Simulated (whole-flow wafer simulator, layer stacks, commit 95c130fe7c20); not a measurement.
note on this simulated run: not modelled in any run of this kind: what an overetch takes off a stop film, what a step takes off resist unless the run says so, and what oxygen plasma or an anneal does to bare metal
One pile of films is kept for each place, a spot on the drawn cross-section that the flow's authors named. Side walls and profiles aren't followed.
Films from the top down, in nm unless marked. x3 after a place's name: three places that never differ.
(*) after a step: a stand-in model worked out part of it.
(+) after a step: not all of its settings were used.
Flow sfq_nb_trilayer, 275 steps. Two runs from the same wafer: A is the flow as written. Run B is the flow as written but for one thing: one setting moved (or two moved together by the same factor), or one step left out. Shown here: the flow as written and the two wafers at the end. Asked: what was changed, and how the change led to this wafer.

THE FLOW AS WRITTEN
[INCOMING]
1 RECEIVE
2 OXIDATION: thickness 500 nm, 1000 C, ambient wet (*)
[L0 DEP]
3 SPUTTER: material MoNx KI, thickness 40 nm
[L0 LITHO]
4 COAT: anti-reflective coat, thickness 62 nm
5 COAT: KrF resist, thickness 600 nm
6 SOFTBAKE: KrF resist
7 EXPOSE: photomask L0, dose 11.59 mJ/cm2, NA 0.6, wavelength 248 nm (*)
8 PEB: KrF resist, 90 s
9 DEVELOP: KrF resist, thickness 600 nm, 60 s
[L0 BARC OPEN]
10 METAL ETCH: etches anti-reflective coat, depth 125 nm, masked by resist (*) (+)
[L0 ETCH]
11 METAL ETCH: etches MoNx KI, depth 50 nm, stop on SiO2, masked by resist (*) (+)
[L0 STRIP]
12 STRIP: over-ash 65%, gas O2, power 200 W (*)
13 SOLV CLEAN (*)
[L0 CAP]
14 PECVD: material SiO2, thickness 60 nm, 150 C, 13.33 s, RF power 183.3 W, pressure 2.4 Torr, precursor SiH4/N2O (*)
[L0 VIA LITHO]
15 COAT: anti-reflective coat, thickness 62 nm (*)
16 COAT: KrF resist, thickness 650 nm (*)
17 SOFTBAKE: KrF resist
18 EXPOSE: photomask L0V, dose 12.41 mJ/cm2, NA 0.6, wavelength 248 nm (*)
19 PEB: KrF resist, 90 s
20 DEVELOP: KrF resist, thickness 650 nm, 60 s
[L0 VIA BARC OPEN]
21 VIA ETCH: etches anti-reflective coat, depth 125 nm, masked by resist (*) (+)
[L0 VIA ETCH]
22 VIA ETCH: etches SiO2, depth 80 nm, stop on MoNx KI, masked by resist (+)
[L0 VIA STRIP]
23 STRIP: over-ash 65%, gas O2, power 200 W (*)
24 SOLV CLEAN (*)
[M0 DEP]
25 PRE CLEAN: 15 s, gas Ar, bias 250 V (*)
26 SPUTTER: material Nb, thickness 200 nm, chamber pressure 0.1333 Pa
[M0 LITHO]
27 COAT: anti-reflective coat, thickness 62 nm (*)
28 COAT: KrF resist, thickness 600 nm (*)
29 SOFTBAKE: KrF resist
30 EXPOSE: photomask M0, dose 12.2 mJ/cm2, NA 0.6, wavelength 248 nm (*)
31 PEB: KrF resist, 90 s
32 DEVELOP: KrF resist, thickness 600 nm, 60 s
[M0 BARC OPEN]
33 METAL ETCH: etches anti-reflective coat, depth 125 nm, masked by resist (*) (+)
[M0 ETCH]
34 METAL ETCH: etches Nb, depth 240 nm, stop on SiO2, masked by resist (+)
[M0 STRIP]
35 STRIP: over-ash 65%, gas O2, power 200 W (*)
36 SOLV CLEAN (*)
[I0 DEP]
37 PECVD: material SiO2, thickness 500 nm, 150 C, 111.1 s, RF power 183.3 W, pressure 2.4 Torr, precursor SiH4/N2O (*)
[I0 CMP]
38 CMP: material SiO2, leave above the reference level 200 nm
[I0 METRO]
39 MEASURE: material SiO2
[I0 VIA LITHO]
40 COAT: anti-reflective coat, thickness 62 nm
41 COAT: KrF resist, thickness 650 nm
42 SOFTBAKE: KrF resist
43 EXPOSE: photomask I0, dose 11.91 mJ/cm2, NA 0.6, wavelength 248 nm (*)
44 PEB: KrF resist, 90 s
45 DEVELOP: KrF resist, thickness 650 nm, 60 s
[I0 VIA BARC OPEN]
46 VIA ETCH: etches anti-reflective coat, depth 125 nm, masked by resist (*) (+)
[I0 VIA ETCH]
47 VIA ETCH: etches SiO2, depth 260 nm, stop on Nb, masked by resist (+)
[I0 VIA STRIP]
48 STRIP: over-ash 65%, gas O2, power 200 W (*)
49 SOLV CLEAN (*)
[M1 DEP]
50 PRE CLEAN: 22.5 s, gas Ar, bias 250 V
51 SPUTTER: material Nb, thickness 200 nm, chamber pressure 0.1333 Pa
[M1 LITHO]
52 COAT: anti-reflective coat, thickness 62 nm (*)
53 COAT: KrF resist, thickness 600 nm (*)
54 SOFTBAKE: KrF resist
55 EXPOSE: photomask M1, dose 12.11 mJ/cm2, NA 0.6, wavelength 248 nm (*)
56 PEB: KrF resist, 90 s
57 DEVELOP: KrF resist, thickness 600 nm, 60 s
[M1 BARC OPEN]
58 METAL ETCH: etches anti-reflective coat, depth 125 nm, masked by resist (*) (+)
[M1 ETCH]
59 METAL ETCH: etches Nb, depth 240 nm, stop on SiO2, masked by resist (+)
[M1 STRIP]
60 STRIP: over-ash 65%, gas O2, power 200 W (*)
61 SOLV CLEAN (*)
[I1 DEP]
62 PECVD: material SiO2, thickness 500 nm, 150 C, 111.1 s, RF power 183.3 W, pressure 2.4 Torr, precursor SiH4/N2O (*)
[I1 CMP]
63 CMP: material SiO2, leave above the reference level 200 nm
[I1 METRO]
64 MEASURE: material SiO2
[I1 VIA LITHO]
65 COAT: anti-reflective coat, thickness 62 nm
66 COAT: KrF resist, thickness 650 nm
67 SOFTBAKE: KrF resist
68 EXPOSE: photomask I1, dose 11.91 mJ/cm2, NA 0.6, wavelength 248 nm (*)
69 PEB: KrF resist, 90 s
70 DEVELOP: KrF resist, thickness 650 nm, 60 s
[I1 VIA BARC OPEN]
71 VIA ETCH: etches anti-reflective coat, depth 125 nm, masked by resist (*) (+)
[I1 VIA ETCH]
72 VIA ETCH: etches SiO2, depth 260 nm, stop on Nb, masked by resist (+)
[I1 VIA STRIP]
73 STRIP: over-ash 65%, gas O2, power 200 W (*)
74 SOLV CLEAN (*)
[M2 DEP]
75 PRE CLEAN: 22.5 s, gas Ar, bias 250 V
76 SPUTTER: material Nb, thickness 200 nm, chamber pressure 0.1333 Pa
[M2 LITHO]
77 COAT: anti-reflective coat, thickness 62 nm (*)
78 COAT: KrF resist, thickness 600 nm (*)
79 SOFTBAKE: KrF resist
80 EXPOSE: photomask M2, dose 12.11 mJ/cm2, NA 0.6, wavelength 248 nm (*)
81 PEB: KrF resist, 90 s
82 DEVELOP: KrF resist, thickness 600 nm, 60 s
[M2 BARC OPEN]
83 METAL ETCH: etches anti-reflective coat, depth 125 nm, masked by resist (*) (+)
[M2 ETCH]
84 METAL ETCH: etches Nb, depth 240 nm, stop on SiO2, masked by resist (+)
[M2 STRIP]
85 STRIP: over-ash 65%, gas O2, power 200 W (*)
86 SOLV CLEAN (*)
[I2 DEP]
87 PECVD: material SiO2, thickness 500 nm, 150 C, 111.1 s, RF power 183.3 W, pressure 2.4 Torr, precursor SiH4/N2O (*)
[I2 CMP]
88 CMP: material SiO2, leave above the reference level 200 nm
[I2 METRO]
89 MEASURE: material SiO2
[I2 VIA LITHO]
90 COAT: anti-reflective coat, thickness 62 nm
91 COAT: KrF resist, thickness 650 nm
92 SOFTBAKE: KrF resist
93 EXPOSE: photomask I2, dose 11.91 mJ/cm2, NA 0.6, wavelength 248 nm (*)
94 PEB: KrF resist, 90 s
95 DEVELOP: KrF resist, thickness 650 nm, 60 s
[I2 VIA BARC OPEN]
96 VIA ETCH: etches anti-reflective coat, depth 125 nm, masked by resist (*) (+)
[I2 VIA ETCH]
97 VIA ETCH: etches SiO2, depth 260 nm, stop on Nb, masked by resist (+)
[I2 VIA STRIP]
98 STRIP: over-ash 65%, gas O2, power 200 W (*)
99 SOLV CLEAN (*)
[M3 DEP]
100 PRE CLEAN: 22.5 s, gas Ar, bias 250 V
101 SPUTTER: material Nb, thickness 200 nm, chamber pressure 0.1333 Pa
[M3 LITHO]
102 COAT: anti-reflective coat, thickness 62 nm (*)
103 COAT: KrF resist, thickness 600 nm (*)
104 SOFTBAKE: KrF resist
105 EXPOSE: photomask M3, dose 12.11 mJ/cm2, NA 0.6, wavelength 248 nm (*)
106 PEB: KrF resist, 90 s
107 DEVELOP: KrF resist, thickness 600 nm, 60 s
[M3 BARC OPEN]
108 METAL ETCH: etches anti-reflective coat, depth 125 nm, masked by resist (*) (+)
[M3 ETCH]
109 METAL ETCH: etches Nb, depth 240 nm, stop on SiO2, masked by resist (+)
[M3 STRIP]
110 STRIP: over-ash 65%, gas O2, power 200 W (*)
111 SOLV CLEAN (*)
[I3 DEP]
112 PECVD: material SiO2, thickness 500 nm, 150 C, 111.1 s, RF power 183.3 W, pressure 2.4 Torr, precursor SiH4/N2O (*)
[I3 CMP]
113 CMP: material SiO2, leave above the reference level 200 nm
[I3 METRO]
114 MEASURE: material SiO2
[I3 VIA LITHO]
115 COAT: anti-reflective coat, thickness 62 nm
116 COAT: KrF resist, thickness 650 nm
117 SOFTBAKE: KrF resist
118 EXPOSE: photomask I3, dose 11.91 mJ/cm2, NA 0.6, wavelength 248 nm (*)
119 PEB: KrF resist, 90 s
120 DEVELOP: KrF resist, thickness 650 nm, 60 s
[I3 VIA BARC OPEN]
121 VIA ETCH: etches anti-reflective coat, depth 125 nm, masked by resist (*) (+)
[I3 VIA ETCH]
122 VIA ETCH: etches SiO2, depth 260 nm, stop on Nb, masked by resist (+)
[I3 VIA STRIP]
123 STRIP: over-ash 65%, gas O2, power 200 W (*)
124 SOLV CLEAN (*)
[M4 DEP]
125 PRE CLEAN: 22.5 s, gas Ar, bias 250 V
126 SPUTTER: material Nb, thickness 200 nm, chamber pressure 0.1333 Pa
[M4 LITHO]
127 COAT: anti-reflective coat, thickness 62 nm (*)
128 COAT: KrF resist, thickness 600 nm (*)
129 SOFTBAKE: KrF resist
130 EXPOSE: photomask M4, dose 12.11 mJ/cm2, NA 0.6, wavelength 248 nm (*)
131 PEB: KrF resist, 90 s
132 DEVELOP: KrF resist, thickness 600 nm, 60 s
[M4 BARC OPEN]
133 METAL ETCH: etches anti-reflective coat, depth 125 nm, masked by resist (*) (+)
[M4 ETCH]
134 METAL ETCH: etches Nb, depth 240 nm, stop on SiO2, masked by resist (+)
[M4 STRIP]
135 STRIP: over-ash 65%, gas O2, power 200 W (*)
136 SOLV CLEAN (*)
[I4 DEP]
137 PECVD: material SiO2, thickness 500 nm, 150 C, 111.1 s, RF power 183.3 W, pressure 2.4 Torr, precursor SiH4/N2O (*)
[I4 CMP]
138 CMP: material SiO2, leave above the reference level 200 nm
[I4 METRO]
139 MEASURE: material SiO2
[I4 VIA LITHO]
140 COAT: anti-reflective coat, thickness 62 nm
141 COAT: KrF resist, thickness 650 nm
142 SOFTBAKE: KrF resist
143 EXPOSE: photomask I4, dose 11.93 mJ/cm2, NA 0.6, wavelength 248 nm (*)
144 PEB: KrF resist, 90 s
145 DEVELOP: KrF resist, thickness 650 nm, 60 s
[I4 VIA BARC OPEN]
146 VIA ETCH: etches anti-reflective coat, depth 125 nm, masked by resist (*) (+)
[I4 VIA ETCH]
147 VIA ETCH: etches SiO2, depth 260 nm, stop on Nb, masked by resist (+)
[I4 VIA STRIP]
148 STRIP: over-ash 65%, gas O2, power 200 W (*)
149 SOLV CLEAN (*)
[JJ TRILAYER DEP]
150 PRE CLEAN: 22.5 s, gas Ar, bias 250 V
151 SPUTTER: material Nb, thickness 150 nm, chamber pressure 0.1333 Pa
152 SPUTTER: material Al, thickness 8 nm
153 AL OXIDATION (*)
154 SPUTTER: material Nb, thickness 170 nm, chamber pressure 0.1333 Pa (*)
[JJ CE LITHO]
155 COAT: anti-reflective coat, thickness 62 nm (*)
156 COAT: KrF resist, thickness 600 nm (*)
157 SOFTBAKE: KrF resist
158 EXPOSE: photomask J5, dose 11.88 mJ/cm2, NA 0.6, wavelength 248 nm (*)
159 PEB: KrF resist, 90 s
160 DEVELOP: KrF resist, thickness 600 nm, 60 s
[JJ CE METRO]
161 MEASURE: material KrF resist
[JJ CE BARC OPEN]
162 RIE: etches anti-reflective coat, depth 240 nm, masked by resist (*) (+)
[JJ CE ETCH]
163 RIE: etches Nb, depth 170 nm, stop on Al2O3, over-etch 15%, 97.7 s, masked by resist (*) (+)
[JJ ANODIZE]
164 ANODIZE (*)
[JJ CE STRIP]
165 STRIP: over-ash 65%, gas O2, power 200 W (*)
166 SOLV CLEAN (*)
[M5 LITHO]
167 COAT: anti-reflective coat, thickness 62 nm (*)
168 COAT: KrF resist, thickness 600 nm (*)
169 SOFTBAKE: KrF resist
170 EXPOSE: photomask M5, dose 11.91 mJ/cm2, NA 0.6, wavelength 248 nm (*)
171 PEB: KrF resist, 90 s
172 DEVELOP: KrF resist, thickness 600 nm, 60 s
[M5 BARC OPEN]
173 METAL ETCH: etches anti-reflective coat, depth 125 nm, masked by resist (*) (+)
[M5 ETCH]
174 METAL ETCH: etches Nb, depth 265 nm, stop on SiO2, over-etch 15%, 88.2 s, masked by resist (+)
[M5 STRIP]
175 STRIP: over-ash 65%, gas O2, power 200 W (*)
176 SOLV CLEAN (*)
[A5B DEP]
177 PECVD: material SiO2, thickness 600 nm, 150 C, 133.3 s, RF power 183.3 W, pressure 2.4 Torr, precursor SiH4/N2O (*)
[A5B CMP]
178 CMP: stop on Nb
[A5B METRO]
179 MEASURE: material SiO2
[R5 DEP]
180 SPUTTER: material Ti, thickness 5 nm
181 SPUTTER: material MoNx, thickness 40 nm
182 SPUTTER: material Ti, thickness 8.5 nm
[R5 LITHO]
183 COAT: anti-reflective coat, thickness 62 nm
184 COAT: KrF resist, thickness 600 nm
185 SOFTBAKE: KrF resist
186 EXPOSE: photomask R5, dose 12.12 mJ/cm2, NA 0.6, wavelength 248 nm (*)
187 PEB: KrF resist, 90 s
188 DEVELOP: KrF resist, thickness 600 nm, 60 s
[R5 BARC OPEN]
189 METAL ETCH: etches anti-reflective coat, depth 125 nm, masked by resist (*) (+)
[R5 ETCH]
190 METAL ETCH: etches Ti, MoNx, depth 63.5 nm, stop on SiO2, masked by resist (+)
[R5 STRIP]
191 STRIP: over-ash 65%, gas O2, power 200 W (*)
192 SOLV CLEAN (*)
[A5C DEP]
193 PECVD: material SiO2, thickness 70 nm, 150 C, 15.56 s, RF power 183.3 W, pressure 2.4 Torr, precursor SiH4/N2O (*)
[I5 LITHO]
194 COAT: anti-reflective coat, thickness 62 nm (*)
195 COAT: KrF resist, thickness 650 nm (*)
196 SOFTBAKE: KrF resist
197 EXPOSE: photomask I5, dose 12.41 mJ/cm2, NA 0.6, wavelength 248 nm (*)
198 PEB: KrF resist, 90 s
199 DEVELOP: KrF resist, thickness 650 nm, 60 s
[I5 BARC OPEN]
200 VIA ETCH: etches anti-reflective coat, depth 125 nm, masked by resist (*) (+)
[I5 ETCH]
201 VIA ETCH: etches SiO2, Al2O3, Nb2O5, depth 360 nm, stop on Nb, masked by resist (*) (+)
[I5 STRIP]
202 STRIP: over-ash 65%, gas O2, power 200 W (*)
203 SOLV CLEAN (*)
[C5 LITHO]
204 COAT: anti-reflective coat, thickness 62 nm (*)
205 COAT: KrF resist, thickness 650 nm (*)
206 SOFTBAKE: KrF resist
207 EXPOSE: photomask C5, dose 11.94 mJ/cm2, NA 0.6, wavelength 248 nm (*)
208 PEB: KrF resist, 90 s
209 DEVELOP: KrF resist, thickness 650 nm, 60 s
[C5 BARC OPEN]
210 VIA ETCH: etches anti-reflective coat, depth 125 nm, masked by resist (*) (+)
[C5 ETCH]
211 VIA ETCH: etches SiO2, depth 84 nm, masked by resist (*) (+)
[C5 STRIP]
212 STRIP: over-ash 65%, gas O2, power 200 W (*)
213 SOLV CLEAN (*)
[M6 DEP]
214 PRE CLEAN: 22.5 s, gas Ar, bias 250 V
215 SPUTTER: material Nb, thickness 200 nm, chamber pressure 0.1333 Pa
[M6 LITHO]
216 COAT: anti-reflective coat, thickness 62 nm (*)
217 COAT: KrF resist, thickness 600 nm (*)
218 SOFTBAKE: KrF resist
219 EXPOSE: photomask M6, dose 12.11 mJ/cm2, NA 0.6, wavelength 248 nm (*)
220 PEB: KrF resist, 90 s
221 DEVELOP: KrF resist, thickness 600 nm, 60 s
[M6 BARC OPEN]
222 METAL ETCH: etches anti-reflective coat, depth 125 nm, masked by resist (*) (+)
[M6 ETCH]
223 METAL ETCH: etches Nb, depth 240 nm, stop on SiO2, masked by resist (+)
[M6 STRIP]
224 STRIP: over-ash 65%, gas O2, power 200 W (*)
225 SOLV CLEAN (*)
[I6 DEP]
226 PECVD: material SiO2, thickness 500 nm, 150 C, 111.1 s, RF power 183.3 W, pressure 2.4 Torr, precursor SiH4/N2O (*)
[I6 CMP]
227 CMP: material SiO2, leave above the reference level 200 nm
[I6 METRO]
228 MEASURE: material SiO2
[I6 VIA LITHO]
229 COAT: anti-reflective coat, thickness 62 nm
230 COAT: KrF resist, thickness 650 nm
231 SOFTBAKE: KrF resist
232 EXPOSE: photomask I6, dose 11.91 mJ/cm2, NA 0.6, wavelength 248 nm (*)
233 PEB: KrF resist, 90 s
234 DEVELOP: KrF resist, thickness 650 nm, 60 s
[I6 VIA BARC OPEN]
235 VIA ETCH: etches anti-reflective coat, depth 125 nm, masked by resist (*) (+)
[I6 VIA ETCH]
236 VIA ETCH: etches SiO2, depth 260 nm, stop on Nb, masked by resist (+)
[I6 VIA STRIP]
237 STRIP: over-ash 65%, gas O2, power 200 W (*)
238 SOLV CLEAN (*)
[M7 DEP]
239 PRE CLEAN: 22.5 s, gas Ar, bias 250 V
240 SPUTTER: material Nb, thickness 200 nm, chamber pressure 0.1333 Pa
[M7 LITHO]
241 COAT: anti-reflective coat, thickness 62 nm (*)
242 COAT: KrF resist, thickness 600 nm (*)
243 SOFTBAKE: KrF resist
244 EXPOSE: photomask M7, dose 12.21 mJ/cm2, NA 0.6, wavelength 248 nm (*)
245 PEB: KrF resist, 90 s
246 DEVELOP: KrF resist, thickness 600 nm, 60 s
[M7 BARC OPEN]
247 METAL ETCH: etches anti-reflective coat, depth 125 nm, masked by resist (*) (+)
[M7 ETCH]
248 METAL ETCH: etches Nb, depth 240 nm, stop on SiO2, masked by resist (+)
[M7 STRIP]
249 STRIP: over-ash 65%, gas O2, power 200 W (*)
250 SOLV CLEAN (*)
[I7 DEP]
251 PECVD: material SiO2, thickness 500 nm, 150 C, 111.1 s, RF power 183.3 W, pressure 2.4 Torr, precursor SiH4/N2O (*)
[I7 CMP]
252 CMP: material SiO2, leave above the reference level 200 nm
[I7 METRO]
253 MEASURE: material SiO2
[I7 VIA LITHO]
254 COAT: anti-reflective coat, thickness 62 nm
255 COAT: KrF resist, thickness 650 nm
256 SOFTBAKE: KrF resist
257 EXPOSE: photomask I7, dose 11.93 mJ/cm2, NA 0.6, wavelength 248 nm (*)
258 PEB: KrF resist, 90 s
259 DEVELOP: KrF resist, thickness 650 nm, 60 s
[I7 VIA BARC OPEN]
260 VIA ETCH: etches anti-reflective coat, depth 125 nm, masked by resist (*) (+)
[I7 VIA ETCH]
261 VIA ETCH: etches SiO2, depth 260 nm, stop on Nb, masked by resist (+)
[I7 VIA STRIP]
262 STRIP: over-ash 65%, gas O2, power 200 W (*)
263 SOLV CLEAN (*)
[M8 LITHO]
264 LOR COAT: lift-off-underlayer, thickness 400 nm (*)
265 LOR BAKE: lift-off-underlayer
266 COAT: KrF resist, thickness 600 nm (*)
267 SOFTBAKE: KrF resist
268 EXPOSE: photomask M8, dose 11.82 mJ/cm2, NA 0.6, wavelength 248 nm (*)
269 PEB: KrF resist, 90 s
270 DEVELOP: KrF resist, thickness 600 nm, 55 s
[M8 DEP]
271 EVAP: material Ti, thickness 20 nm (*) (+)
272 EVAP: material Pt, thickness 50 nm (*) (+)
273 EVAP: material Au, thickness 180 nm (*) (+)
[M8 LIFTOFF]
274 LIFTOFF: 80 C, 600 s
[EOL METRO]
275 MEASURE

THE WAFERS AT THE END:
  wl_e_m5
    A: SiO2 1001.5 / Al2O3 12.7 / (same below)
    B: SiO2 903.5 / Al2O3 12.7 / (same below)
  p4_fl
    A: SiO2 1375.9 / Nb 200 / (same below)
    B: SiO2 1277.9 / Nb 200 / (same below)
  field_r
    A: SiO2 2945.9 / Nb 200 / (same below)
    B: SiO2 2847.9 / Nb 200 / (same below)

The cause: step 240, SPUTTER: thickness 102 nm was run, where the flow has thickness 200 nm.

How the change led to this, step by step:
  240 SPUTTER: material Nb, thickness 200 nm, chamber pressure 0.1333 Pa
      field_l, v_sur, via_wl and 102 more: A Nb +200 (new film) | B Nb +102 (new film)
      via_v: A Nb +161.1 | B Nb +82
  241 COAT: anti-reflective coat, thickness 62 nm (*)
      via_v: A anti-reflective coat +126 (new film) | B anti-reflective coat +120.6 (new film)
  248 METAL ETCH: etches Nb, depth 240 nm, stop on SiO2, masked by resist (+)
      field_l, field_r, lsp_l and 62 more: A Nb -200 (all of it) | B Nb -102 (all of it)
      v_sur, via_wl, via_w and 38 more: A KrF resist -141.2 | B KrF resist -90
  249 STRIP: over-ash 65%, gas O2, power 200 W (*)
      wl_j_sl, wl_jj, wl_j_sr and 14 more: A KrF resist -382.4 (all of it), anti-reflective coat -62 (all of it) | B KrF resist -433.6 (all of it), anti-reflective coat -62 (all of it)
      ln_m5, lsp_m, ln_m6, lsp_r: A KrF resist -381.9 (all of it), anti-reflective coat -61.8 (all of it) | B KrF resist -433.1 (all of it), anti-reflective coat -61.8 (all of it)
      (and at 20 more places)
  251 PECVD: material SiO2, thickness 500 nm, 150 C, 111.1 s, RF power 183.3 W, pressure 2.4 Torr, precursor SiH4/N2O (*)
      field_r, lsp_l: A SiO2 +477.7 | B SiO2 +488.6
      m7r_space_l, m7r_space_r: A SiO2 +557.1 | B SiO2 +500
      (and at 1 more place)
  252 CMP: material SiO2, leave above the reference level 200 nm
      field_l, p4_fl, p4_fm and 56 more: A SiO2 -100 | B SiO2 -198
      field_r, lsp_l: A SiO2 -77.7 | B SiO2 -186.6
      (and at 5 more places)
